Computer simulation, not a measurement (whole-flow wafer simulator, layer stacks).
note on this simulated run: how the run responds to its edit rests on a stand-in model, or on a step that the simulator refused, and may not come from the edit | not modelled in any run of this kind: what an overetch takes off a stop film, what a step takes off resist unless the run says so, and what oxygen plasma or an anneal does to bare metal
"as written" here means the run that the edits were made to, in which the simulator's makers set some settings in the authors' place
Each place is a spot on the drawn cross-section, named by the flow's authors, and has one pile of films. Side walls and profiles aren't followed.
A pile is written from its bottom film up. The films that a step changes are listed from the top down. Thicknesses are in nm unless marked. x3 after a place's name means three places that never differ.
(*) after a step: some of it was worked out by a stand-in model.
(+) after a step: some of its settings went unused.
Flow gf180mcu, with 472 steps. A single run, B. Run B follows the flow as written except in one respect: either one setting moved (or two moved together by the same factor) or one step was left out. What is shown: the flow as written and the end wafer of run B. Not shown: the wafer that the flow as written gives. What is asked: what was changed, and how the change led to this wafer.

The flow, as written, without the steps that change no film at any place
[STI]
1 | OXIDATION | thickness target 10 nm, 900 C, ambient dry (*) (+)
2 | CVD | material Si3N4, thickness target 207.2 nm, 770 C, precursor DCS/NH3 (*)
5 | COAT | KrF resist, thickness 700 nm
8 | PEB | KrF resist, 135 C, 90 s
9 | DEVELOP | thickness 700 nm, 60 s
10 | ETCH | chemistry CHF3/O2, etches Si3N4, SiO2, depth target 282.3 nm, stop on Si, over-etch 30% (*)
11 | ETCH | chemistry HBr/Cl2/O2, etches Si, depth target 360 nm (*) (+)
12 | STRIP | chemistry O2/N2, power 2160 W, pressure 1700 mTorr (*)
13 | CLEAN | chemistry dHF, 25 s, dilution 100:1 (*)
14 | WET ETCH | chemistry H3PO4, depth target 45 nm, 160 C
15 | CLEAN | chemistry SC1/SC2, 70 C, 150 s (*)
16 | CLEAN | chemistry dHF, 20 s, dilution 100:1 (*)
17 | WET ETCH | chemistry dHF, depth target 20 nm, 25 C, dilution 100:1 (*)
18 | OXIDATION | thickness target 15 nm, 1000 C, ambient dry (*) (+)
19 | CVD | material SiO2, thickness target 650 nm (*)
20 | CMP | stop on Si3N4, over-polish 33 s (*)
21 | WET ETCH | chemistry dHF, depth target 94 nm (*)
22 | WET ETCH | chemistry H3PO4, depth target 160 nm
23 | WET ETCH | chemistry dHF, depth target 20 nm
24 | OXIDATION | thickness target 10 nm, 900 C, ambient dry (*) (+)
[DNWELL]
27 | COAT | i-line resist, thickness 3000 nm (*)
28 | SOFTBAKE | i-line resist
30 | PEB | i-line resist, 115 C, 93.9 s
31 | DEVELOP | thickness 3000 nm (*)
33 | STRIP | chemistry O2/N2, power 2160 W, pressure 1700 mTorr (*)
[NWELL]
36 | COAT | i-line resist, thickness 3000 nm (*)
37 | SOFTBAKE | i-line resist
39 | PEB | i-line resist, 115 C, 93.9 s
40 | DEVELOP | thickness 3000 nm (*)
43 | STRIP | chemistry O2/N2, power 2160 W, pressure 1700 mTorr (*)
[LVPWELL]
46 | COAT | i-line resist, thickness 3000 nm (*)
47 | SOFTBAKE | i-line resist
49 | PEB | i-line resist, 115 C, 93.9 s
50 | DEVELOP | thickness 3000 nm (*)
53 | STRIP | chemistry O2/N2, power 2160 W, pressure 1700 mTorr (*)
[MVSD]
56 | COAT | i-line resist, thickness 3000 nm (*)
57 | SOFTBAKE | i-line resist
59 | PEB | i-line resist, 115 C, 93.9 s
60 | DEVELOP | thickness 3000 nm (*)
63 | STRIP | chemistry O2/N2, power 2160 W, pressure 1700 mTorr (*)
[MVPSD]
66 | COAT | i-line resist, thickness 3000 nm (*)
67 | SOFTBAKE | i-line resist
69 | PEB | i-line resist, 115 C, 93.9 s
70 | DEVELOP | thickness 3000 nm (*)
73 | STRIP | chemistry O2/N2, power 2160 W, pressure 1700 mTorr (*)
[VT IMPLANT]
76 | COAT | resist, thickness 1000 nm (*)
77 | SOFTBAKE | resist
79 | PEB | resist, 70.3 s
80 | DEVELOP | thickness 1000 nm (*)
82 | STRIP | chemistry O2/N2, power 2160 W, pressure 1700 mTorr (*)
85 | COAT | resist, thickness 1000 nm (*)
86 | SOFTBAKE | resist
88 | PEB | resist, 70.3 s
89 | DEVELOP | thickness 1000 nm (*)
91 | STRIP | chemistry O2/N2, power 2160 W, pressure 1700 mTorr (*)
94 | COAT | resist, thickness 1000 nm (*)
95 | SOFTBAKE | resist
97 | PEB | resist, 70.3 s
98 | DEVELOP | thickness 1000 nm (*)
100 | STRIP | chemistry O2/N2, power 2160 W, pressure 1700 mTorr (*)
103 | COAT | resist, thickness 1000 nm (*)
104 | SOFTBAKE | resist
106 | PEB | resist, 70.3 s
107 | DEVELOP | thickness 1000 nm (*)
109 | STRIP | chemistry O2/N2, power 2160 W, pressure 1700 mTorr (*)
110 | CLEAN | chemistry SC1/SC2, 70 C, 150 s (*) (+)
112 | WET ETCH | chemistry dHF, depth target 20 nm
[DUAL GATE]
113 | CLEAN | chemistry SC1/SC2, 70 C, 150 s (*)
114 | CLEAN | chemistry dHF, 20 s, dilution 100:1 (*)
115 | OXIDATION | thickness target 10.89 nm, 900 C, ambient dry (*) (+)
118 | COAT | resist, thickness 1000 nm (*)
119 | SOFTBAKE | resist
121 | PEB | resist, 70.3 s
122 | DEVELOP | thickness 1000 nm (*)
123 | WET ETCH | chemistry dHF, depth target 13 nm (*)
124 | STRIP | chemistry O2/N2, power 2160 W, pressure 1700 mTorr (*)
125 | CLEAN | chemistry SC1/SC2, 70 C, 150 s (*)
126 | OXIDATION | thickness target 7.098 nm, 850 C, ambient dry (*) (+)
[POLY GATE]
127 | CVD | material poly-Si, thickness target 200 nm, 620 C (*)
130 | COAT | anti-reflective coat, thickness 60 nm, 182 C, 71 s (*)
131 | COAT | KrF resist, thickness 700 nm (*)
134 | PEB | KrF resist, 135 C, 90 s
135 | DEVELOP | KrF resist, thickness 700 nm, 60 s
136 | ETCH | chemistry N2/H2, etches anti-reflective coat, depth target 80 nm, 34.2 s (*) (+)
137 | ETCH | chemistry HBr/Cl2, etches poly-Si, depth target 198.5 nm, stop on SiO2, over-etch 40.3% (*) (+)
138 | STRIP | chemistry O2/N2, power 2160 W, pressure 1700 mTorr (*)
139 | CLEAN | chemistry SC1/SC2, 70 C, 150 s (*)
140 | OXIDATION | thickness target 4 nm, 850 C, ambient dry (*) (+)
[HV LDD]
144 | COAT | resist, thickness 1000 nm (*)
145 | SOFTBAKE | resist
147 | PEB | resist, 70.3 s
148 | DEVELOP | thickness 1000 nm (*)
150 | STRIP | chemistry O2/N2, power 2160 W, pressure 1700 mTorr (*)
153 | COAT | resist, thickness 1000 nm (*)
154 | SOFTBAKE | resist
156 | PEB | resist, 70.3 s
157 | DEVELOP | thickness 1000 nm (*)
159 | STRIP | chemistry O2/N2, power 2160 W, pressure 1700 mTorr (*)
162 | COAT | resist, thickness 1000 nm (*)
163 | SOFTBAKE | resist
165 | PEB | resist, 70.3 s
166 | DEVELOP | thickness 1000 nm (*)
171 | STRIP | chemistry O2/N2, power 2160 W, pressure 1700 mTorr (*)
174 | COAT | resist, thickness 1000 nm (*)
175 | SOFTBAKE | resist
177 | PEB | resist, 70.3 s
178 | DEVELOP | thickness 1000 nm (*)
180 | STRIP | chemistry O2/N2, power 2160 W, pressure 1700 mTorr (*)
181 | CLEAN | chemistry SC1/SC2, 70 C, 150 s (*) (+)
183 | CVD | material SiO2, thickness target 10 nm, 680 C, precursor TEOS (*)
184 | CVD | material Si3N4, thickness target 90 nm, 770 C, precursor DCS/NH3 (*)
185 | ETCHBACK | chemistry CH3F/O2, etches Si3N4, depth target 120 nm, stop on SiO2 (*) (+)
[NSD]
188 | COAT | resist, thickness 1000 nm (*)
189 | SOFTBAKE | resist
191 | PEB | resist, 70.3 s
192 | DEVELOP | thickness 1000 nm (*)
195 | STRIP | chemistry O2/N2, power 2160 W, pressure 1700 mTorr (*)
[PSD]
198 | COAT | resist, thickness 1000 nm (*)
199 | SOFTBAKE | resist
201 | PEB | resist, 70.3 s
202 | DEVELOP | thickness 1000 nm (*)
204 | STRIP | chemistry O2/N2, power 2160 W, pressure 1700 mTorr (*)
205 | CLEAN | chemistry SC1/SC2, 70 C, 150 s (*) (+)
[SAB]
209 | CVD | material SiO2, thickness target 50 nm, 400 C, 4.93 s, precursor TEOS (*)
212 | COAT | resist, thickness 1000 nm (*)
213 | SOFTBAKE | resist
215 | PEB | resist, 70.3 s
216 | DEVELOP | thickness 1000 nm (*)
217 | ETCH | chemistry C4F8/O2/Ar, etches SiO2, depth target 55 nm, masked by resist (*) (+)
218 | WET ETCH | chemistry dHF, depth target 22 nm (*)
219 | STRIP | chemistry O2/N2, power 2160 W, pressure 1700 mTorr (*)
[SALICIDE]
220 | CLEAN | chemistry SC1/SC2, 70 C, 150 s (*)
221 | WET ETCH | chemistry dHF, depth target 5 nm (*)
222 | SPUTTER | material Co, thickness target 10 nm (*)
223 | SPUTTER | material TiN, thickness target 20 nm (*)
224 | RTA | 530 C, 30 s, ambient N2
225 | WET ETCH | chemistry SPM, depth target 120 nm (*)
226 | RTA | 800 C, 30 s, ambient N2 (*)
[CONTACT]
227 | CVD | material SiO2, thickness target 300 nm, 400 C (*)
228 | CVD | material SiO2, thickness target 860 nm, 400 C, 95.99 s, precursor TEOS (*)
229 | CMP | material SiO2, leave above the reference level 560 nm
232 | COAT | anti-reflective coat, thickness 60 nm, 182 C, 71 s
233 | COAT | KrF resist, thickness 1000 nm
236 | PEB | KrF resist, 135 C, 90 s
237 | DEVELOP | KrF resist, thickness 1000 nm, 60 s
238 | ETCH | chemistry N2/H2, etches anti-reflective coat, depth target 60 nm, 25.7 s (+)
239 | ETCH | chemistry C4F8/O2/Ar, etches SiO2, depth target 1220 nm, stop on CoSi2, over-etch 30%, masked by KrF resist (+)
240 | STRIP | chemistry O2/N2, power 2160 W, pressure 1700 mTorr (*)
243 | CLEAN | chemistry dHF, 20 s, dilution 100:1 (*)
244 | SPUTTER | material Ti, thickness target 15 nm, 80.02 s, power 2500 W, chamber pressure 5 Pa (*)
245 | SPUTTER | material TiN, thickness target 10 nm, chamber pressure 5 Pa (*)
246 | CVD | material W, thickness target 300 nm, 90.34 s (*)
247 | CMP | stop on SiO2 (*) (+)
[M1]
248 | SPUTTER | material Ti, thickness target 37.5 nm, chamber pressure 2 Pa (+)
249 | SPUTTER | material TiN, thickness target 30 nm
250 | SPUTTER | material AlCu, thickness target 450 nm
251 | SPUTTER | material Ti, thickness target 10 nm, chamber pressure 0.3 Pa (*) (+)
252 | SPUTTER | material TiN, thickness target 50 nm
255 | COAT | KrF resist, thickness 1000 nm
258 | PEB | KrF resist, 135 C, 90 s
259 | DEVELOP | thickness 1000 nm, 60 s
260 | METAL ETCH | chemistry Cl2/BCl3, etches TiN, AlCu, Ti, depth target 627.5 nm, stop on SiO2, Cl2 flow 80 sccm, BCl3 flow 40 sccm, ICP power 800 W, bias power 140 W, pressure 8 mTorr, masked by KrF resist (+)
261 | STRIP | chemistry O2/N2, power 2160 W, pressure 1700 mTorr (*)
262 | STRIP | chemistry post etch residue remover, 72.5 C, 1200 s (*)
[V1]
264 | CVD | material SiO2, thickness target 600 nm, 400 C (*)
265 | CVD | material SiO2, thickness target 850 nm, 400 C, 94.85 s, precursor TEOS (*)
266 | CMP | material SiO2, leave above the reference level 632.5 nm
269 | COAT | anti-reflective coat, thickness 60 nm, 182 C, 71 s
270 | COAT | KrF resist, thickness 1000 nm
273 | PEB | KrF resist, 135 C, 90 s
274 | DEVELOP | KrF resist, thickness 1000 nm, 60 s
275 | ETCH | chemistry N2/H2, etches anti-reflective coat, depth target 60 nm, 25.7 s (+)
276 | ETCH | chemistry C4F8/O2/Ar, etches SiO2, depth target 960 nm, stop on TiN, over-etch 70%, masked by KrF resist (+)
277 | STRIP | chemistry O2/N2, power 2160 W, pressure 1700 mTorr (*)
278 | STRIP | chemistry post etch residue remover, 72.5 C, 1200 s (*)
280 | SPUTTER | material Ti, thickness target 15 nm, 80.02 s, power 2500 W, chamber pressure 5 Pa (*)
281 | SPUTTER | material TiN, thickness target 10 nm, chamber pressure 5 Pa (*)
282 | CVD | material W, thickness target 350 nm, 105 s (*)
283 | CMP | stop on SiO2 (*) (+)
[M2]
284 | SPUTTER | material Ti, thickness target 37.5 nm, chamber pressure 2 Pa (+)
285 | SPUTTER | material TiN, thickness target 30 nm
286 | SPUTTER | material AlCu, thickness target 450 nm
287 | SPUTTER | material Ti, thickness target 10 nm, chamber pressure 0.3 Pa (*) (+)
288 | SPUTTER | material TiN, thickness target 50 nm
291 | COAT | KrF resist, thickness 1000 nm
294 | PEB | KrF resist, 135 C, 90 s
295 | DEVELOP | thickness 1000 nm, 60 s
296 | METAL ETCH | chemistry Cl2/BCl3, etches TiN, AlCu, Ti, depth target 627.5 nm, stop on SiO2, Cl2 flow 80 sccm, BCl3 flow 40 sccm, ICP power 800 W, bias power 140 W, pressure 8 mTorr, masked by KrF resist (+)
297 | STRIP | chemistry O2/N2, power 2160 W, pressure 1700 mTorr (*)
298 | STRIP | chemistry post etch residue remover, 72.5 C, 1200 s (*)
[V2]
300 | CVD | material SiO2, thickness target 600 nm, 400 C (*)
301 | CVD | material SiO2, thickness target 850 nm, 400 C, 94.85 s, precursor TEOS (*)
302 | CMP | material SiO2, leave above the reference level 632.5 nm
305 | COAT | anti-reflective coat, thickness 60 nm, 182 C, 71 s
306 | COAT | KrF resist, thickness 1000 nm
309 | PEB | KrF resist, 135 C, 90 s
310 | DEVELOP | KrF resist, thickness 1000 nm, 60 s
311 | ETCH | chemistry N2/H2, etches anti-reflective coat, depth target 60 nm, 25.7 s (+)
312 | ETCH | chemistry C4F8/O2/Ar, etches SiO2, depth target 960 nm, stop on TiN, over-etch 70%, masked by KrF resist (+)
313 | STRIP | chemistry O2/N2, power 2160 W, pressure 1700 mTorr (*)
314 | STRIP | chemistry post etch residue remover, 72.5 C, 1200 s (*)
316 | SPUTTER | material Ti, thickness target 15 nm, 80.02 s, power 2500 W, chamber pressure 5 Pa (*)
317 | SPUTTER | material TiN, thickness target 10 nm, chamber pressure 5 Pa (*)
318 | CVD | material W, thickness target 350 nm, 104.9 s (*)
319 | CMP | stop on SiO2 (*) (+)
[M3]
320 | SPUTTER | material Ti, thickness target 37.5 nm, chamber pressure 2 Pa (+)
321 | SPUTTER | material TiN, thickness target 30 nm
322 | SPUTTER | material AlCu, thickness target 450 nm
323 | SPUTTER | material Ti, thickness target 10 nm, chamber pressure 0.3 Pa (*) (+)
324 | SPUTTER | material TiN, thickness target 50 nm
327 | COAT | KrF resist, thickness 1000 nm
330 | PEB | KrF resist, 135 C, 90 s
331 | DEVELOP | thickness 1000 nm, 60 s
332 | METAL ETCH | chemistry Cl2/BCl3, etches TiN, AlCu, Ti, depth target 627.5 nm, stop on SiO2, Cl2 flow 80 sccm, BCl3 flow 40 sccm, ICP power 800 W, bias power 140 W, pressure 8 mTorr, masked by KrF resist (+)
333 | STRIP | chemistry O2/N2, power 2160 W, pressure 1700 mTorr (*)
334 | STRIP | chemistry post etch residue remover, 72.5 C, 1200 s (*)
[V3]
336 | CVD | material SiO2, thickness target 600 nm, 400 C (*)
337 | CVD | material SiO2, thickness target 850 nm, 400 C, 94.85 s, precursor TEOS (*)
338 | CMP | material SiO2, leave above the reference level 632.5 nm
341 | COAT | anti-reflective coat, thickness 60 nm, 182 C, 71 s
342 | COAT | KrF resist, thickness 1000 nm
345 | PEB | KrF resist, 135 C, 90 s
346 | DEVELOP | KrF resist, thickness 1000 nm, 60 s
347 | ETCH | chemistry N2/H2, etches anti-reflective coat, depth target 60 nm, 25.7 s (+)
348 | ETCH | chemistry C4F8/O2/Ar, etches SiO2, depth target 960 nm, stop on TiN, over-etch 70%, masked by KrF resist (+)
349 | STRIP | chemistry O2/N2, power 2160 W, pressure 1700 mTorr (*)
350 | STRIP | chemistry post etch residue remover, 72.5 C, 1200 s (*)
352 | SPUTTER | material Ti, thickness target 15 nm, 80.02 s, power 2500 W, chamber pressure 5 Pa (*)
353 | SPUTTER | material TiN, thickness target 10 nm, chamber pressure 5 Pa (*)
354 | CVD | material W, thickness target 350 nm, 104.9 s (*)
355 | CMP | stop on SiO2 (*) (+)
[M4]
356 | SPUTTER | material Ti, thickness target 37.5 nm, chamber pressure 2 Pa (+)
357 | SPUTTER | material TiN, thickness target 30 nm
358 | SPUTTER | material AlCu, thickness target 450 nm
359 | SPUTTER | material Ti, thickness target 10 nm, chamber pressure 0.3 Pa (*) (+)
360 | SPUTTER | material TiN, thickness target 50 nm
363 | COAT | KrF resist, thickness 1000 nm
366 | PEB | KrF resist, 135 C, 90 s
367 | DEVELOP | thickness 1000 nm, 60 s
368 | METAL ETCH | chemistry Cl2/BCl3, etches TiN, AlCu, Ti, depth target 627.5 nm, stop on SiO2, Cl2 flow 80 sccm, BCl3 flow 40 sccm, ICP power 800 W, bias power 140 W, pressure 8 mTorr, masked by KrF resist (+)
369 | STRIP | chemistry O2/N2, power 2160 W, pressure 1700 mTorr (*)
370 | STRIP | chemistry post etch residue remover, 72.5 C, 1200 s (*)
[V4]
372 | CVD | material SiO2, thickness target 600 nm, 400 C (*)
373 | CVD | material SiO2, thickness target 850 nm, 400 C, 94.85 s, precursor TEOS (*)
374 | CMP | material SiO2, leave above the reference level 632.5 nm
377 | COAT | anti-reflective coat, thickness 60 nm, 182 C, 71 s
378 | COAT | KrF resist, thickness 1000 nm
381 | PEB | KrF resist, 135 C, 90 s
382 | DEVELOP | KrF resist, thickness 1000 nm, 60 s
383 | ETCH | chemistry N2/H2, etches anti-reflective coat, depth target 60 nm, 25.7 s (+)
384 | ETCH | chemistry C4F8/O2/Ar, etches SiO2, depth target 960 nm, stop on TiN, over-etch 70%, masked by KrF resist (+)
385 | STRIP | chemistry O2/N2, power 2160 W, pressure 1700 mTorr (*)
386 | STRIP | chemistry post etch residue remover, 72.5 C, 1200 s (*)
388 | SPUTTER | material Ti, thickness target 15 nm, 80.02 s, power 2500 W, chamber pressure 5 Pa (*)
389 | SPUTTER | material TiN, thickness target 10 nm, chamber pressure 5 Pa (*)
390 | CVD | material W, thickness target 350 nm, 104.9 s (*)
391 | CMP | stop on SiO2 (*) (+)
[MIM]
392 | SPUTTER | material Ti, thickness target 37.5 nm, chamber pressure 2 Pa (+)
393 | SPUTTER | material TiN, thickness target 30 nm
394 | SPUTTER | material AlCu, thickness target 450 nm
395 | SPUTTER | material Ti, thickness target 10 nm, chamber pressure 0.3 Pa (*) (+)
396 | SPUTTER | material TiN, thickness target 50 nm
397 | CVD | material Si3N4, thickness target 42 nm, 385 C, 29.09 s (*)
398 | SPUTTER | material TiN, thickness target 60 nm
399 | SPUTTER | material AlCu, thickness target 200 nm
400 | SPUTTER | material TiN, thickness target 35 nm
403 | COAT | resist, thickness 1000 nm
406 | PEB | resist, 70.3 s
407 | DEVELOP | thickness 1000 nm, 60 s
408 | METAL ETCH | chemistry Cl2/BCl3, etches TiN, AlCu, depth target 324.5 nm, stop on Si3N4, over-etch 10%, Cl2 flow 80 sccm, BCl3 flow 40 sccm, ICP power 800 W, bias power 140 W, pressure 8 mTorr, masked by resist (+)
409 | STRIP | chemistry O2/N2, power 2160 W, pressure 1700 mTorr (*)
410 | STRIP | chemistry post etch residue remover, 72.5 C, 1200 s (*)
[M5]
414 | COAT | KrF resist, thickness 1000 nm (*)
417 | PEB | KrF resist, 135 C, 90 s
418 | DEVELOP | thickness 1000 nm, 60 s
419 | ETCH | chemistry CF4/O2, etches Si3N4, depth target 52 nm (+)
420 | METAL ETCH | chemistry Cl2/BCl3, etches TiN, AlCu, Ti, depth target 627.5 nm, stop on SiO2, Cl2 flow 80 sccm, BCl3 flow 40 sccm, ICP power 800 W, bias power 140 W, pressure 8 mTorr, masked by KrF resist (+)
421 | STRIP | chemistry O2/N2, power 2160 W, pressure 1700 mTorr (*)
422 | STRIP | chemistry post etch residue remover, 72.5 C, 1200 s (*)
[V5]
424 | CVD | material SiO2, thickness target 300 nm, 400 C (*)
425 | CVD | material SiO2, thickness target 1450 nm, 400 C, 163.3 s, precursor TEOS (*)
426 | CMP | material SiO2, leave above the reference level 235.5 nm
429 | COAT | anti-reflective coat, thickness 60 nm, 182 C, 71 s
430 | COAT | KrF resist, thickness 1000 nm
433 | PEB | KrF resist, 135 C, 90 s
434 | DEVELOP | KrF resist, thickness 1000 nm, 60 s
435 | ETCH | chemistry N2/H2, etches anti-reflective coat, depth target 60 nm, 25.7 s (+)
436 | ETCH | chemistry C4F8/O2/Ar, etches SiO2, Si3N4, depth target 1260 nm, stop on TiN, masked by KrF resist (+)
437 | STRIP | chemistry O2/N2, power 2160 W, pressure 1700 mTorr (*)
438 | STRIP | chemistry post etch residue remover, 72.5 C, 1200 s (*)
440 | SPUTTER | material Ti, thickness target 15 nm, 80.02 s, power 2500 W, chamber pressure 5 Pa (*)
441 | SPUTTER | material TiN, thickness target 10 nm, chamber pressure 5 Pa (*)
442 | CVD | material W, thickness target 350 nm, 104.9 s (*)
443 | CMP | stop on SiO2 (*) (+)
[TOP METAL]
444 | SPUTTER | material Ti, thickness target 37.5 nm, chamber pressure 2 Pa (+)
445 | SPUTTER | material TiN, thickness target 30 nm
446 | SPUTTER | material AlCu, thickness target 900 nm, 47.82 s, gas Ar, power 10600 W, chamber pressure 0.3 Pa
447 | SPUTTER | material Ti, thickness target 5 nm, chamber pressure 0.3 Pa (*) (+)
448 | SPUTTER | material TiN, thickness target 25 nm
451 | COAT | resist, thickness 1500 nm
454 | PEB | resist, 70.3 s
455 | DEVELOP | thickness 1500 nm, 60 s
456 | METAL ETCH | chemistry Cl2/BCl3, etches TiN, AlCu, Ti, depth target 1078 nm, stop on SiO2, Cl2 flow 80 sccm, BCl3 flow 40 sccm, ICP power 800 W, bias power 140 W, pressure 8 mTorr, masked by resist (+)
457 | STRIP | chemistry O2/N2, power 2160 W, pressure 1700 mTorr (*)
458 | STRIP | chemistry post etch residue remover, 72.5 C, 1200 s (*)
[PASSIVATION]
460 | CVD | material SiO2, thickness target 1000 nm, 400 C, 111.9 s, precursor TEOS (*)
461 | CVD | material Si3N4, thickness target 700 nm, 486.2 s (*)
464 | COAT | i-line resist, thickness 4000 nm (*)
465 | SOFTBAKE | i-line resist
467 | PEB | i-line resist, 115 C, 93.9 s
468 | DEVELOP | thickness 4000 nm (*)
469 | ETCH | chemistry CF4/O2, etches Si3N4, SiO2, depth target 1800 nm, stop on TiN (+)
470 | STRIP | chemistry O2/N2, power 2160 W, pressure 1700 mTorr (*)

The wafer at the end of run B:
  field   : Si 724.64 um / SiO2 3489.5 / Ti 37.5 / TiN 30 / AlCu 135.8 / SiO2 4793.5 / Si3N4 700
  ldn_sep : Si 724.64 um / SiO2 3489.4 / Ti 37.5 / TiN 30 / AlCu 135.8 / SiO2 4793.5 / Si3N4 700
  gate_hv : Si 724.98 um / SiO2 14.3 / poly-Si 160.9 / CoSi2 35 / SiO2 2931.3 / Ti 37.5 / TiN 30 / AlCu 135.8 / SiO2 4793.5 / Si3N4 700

What caused this: step 322, SPUTTER: thickness target 709 nm was run, whereas the flow has thickness target 450 nm.

How this came from the change, step by step:
  322 | SPUTTER | material AlCu, thickness target 450 nm
      field, field__w1, field__w2 and 108 more: +709 AlCu (new film) (in the flow as written it would be: +450 AlCu (new film))
  332 | METAL ETCH | chemistry Cl2/BCl3, etches TiN, AlCu, Ti, depth target 627.5 nm, stop on SiO2, Cl2 flow 80 sccm, BCl3 flow 40 sccm, ICP power 800 W, bias power 140 W, pressure 8 mTorr, masked by KrF resist (+)
      field, field__w1, field__w2 and 103 more: -50 TiN (all of it), -10 Ti (all of it), -567.5 AlCu (in the flow as written it would be: -50 TiN (all of it), -10 Ti (all of it), -450 AlCu (all of it), -30 TiN (all of it), -37.5 Ti (all of it))
  334 | STRIP | chemistry post etch residue remover, 72.5 C, 1200 s (*)
      field, field__w1, field__w2 and 103 more: -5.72 AlCu (in the flow as written it would be: nothing)
  336 | CVD | material SiO2, thickness target 600 nm, 400 C (*)
      field, field__w1, field__w2 and 103 more: +600 SiO2 (new film) (in the flow as written it would be: +600 SiO2)
  338 | CMP | material SiO2, leave above the reference level 632.5 nm
      field, field__w1, field__w2 and 103 more: -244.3 SiO2 (in the flow as written it would be: -300 SiO2)
With metal films that touch counted as one body, field has 1 body; the flow as written gives 0 bodies.
With metal films that touch counted as one body, ldn_sep has 1 body; the flow as written gives 0 bodies.
With metal films that touch counted as one body, gate_hv has 2 bodies (between them, from the top down: SiO2 2931.3); the flow as written gives 1 body.
